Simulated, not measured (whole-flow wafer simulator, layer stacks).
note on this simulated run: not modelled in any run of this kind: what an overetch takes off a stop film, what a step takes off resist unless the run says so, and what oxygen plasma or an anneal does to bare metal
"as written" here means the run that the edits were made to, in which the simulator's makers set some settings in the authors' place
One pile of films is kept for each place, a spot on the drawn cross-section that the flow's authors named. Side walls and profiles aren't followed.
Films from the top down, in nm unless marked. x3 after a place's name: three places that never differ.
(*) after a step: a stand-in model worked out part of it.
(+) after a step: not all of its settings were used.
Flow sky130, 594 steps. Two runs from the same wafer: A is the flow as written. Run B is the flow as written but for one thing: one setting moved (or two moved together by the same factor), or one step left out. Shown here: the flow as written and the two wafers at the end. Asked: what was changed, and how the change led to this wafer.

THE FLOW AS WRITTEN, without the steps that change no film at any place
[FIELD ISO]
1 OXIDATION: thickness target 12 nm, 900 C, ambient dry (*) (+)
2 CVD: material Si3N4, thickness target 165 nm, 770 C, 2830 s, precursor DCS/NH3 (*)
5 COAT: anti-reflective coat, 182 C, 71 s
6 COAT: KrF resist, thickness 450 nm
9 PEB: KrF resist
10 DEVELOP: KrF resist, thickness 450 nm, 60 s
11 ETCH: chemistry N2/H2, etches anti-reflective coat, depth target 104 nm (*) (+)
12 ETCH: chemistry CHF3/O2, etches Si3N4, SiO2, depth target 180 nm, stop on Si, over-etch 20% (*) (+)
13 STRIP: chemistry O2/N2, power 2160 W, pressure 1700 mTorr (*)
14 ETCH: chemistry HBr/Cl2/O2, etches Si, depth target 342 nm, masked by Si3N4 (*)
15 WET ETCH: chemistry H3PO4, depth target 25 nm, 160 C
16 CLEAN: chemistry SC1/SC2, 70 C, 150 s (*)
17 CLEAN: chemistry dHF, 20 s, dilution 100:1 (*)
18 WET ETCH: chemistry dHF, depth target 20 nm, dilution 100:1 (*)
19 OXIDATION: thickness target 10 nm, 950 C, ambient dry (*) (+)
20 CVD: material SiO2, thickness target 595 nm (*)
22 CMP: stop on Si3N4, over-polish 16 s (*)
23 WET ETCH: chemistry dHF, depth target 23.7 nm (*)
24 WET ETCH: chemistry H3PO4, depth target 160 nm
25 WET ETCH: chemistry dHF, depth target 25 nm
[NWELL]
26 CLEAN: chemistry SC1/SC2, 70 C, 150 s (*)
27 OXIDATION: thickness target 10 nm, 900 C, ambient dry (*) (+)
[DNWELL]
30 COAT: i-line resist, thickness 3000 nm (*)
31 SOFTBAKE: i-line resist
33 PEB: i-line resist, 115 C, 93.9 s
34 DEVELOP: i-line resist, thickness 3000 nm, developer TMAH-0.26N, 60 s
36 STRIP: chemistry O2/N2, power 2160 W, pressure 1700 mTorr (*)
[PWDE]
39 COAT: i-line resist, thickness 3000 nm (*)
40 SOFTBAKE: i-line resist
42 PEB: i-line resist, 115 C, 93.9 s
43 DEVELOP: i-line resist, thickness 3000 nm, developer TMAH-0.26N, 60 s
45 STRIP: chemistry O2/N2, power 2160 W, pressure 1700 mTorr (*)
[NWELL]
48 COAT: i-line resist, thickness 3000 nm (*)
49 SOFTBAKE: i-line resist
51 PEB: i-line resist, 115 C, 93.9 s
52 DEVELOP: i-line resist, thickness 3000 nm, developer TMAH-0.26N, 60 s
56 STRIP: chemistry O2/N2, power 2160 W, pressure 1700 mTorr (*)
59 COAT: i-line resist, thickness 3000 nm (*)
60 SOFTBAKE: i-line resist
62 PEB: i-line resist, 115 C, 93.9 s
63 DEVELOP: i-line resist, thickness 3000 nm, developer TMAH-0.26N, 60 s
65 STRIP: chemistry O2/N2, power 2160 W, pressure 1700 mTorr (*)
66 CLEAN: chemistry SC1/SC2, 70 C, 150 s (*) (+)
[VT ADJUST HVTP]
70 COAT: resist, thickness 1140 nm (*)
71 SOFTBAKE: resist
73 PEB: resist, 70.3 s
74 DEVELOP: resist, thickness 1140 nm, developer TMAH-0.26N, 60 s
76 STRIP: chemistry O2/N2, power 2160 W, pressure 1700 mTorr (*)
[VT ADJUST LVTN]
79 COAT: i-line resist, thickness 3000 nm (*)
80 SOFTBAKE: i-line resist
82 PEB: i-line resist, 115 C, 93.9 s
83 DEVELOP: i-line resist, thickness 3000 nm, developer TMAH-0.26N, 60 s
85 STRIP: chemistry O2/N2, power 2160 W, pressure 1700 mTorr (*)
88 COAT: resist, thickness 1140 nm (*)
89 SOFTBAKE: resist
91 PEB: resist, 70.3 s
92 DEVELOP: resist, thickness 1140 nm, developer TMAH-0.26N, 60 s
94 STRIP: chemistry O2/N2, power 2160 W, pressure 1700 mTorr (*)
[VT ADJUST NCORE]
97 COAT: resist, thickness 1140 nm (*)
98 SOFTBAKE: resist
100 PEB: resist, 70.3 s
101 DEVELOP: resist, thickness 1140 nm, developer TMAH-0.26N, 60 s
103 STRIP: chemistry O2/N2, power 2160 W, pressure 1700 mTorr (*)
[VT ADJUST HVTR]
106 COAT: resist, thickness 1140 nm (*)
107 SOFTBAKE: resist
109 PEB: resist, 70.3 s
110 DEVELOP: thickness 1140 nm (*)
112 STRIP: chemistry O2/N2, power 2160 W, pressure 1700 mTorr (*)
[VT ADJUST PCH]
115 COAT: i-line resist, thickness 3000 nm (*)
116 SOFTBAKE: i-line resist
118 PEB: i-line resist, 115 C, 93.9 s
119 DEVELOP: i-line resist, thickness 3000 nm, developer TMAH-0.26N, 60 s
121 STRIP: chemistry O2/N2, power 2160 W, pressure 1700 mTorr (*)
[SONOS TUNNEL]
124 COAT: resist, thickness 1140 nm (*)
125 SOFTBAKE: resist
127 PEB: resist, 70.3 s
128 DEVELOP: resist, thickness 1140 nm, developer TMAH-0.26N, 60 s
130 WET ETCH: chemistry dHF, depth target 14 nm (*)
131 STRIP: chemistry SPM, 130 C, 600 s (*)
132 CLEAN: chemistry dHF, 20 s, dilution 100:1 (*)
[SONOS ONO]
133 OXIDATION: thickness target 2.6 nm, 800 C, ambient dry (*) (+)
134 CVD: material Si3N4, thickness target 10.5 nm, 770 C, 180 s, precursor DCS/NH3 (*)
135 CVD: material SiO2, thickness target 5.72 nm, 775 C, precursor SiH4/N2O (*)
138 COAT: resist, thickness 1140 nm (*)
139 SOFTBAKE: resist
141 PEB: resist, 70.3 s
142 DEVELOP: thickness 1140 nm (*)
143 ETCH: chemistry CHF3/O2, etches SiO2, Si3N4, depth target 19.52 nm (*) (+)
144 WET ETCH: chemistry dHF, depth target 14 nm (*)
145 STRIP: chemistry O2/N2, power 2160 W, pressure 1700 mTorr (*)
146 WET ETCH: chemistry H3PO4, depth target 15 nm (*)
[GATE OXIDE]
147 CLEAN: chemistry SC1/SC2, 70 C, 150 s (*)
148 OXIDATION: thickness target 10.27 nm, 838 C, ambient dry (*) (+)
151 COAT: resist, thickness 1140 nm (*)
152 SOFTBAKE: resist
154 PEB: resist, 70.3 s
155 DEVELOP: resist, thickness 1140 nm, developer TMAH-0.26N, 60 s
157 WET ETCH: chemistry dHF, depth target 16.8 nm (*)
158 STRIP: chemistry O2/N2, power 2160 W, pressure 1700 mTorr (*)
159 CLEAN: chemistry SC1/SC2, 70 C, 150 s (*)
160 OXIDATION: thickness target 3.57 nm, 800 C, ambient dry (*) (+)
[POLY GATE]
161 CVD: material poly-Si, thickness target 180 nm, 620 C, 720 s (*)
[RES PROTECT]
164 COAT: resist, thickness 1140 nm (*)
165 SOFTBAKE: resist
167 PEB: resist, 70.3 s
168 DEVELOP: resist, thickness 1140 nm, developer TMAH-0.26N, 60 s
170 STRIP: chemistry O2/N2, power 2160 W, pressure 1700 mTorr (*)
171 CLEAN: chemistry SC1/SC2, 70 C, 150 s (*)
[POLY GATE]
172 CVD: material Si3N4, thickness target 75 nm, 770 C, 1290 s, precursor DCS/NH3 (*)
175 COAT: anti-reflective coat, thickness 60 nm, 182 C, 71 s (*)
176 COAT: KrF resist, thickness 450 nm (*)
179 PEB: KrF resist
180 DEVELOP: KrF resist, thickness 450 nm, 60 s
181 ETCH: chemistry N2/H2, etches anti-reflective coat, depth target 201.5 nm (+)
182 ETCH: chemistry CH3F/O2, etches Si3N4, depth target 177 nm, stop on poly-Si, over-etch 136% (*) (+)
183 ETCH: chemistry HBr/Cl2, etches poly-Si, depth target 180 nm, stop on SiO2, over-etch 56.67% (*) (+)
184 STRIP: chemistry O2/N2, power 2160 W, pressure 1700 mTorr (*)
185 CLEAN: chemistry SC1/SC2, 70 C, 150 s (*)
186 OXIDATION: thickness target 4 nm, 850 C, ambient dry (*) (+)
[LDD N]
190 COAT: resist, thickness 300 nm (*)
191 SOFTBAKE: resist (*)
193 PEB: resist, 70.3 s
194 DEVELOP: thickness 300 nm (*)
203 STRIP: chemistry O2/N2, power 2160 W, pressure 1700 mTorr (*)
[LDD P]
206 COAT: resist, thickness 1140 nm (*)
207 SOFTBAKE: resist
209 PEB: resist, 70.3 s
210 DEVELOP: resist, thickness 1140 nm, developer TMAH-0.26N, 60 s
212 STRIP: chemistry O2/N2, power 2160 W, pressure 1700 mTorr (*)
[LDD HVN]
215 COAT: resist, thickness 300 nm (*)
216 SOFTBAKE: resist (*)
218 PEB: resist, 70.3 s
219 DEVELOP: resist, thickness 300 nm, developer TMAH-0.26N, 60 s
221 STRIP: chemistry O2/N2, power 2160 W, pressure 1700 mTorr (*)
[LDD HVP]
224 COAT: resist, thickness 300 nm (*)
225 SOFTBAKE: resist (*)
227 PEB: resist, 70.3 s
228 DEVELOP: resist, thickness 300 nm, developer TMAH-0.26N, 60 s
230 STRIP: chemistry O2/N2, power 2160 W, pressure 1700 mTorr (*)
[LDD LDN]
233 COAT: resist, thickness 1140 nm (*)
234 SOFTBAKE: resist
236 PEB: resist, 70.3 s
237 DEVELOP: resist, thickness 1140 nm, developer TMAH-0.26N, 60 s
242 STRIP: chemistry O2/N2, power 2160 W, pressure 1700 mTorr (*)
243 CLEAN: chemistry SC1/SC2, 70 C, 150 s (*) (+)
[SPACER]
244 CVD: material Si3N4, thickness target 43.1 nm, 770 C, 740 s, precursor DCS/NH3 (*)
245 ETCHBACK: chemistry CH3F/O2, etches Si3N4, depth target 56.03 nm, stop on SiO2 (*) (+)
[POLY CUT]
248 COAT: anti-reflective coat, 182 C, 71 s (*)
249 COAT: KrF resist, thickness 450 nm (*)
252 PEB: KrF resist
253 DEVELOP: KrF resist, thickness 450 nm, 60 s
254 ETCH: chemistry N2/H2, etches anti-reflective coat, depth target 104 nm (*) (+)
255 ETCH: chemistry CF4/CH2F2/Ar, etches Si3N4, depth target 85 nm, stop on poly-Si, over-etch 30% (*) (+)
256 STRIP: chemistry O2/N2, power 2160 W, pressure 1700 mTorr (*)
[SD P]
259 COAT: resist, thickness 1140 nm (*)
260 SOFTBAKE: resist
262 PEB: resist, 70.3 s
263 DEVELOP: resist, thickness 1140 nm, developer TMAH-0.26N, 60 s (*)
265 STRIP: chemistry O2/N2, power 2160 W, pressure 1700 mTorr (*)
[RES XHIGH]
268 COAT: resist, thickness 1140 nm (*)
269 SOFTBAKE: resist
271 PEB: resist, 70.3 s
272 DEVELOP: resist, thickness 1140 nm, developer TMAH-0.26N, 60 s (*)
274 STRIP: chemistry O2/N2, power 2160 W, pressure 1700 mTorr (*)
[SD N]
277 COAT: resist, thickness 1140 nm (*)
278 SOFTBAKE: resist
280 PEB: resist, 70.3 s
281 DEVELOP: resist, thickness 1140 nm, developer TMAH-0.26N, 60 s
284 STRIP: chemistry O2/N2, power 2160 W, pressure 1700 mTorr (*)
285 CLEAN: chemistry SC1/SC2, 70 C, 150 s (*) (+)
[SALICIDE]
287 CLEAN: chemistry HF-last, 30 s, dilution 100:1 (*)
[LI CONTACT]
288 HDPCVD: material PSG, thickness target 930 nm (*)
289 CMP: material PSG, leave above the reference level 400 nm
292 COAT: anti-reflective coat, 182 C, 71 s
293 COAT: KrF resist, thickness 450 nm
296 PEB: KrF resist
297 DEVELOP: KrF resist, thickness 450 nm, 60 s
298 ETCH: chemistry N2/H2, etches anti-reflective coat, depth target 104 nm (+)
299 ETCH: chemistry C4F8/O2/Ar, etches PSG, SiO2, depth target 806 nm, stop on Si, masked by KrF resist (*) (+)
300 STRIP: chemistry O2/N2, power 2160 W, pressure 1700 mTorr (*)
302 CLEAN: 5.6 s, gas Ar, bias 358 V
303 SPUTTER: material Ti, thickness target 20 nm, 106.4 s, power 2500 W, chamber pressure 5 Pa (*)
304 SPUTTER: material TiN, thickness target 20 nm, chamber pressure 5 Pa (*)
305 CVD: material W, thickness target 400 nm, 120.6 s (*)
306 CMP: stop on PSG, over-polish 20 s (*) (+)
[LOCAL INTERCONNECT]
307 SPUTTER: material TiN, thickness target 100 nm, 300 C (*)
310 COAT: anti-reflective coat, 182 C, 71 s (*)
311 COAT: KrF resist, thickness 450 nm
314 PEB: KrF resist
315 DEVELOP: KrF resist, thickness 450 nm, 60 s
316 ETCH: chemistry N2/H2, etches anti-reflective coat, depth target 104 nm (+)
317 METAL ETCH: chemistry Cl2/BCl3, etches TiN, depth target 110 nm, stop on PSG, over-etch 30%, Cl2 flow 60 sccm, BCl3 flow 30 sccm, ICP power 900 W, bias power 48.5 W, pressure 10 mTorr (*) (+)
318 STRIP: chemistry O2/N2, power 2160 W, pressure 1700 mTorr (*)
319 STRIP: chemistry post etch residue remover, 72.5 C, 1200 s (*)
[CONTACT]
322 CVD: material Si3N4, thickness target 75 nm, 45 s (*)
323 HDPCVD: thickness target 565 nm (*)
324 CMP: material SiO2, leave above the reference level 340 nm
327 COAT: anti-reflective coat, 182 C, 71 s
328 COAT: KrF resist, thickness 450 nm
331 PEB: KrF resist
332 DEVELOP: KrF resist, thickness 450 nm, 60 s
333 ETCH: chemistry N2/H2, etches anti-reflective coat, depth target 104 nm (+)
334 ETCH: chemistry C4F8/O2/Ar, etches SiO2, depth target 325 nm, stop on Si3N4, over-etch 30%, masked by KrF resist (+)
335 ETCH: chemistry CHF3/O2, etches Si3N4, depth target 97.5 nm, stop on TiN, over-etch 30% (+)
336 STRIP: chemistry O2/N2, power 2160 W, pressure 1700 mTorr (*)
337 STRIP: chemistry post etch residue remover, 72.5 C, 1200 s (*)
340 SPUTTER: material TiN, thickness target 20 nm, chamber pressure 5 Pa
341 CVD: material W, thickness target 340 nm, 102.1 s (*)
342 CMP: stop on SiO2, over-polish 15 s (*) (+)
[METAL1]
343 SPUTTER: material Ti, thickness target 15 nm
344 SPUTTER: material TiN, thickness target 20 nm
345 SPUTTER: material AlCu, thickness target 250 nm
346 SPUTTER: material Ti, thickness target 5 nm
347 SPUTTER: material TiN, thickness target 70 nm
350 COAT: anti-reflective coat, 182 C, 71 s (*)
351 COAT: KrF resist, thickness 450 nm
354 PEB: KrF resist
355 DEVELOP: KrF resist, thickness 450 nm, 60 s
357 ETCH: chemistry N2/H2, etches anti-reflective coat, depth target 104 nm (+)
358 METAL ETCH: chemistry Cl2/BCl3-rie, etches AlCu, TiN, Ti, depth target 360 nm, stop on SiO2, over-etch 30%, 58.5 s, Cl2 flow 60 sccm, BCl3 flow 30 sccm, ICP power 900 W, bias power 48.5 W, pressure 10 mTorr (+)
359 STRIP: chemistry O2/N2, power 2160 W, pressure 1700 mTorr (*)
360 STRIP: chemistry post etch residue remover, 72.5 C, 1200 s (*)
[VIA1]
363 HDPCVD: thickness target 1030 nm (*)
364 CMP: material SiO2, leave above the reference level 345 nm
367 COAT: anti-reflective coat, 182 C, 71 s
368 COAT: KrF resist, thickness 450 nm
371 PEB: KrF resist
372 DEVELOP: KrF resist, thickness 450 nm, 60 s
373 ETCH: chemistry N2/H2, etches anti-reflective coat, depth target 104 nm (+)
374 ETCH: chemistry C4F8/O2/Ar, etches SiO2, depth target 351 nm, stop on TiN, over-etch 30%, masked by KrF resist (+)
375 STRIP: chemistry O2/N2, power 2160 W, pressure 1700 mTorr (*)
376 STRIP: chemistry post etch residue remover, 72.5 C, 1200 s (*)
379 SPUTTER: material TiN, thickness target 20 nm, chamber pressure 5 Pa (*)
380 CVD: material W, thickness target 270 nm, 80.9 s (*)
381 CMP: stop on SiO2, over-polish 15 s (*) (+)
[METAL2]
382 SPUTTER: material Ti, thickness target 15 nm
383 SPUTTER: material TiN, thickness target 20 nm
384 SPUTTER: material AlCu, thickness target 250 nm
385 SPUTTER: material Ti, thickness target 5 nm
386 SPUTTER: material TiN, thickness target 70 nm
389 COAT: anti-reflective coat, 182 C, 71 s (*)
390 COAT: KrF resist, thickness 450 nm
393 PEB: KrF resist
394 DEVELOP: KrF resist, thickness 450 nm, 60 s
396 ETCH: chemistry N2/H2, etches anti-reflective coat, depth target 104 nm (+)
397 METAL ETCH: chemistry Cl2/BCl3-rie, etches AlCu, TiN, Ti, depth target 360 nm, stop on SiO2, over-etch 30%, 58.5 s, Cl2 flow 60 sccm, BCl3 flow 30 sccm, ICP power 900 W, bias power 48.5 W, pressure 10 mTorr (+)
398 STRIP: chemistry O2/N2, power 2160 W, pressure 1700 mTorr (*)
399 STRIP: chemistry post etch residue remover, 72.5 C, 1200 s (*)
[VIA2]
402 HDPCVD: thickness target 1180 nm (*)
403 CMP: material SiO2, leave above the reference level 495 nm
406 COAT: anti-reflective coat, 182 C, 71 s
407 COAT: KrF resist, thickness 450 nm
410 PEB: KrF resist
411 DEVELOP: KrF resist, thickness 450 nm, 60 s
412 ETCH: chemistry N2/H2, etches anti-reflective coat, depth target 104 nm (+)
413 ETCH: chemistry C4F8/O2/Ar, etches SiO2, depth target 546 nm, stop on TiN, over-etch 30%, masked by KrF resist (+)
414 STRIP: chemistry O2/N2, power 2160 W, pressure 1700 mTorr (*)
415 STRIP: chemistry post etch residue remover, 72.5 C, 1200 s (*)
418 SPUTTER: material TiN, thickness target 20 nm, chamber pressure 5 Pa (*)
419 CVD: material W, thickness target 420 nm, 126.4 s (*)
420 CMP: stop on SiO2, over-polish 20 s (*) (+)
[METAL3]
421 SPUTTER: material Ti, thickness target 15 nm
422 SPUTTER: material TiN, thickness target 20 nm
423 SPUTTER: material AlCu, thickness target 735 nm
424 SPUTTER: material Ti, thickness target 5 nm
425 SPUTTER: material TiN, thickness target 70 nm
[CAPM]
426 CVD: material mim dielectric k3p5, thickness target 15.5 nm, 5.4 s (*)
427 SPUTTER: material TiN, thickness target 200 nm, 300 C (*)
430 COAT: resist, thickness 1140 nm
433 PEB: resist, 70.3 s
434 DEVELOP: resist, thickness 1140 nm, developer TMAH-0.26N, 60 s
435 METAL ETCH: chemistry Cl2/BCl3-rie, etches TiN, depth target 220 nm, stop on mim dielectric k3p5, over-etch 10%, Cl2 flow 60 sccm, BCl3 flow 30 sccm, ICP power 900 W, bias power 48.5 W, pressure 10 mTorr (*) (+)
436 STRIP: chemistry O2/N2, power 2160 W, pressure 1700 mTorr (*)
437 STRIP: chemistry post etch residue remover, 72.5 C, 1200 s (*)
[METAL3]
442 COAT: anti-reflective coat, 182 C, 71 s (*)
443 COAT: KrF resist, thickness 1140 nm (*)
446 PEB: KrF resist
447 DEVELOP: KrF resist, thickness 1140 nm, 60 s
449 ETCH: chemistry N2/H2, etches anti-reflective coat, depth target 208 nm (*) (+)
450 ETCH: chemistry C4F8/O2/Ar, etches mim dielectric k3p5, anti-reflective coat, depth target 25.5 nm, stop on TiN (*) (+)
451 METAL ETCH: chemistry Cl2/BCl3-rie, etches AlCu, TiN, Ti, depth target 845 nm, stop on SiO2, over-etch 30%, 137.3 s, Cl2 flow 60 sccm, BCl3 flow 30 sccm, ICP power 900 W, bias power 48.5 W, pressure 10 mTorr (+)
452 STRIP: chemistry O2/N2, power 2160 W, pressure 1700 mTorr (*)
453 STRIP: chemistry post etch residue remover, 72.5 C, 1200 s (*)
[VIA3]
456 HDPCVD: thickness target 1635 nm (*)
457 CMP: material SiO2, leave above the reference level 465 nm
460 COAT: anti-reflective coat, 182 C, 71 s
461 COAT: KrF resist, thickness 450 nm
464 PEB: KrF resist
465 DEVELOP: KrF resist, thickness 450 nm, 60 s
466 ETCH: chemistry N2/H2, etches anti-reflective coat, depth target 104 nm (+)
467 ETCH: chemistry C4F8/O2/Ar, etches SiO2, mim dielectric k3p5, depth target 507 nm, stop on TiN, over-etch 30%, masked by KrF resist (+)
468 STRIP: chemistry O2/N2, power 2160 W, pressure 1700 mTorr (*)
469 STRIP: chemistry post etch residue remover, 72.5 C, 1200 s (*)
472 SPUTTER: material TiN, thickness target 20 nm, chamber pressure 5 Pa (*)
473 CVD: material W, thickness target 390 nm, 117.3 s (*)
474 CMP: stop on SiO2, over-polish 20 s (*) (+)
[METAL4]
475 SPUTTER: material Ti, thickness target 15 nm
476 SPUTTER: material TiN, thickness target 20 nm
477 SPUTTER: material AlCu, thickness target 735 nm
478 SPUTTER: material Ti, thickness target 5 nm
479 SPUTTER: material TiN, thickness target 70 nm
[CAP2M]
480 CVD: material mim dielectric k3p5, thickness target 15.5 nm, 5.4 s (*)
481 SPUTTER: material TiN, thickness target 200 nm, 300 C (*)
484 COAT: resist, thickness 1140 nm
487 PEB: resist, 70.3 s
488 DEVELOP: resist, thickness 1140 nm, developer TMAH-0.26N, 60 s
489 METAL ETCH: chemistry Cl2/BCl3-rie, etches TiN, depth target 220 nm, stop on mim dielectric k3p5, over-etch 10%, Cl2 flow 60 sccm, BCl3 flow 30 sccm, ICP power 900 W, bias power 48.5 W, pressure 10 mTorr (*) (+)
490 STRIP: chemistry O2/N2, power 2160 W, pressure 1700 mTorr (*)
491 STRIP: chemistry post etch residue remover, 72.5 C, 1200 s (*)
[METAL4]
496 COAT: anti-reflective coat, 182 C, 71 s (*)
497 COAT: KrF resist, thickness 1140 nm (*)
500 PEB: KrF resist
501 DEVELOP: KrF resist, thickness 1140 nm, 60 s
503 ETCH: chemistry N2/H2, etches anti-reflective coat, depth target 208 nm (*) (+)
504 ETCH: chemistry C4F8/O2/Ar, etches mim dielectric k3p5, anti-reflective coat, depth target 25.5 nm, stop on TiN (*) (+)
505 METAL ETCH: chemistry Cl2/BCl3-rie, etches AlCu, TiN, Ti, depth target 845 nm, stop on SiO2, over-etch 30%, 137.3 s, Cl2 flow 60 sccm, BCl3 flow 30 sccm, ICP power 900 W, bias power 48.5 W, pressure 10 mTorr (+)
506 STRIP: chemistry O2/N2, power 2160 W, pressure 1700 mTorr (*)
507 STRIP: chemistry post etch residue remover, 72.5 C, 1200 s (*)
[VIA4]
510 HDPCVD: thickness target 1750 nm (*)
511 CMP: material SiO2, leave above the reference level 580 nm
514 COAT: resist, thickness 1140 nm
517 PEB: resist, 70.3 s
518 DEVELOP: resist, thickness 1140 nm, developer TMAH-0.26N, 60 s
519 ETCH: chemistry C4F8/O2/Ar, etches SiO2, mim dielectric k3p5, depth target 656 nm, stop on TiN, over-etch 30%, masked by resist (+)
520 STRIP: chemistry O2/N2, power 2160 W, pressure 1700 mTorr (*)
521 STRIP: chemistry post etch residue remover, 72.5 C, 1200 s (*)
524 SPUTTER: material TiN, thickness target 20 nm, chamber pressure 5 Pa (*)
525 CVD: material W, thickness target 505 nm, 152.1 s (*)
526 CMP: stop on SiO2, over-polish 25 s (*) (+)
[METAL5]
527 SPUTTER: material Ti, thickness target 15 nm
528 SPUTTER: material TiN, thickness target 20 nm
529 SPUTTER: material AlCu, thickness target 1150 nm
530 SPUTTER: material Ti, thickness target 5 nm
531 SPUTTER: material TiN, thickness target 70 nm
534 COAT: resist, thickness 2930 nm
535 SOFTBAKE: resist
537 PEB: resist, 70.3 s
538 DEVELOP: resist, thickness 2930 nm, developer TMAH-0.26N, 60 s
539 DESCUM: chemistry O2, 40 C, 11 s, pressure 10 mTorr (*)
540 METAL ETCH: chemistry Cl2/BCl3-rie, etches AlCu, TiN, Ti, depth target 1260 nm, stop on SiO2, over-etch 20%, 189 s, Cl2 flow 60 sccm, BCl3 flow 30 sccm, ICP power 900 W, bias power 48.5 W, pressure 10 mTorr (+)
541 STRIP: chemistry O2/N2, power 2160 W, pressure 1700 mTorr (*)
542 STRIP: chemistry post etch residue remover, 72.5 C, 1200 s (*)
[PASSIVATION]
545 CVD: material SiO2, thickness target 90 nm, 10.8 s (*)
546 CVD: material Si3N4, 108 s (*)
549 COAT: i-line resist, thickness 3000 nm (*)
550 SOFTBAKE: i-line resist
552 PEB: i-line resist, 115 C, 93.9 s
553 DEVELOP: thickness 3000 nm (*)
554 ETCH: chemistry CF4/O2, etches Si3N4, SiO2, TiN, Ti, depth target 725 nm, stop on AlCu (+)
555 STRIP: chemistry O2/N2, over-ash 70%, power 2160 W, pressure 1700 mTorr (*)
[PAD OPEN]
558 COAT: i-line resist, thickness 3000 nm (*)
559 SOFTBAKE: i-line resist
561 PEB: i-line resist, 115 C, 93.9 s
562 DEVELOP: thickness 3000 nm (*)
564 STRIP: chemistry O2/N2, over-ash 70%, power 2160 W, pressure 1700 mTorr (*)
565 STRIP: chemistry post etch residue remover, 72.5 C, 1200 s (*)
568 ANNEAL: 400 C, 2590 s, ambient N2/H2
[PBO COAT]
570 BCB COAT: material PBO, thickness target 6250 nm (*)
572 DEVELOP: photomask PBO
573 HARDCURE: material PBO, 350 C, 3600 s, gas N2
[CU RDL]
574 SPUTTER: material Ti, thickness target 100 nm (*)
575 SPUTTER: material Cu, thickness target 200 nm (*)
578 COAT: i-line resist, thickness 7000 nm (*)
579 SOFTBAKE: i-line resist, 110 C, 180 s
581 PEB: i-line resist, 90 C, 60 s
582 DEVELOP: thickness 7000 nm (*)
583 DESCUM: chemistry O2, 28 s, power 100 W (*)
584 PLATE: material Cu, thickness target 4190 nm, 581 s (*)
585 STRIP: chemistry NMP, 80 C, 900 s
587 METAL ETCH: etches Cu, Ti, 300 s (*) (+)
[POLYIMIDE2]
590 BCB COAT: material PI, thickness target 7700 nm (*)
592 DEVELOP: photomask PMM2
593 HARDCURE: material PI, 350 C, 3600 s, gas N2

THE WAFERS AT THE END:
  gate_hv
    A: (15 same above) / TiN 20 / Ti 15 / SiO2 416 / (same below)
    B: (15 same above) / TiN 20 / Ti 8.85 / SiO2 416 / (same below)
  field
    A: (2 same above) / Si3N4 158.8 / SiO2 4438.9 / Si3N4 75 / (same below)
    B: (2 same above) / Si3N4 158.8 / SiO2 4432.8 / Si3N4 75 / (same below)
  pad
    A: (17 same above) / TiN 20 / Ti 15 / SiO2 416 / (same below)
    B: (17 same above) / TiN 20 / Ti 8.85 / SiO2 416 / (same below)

The cause: step 421, SPUTTER: thickness target 8.85 nm was run, where the flow has thickness target 15 nm.
It can be read off the wafer: gate_hv has Ti 8.85, and step 421 as written asks for 15 nm.

How the change led to this, step by step:
  421 SPUTTER: material Ti, thickness target 15 nm
      field, active, n_well and 188 more: A Ti +15 (new film) | B Ti +8.85 (new film)
  451 METAL ETCH: chemistry Cl2/BCl3-rie, etches AlCu, TiN, Ti, depth target 845 nm, stop on SiO2, over-etch 30%, 137.3 s, Cl2 flow 60 sccm, BCl3 flow 30 sccm, ICP power 900 W, bias power 48.5 W, pressure 10 mTorr (+)
      field, gate, spacer and 68 more: A TiN -70 (all of it), Ti -5 (all of it), AlCu -735 (all of it), TiN -20 (all of it), Ti -15 (all of it), SiO2 -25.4 | B TiN -70 (all of it), Ti -5 (all of it), AlCu -735 (all of it), TiN -20 (all of it), Ti -8.85 (all of it), SiO2 -26
      active, vpp_ln, vpp_iso2 and 11 more: A TiN -70 (all of it), Ti -5 (all of it), AlCu -735 (all of it), TiN -20 (all of it), Ti -15 (all of it), SiO2 -25.3 | B TiN -70 (all of it), Ti -5 (all of it), AlCu -735 (all of it), TiN -20 (all of it), Ti -8.85 (all of it), SiO2 -26
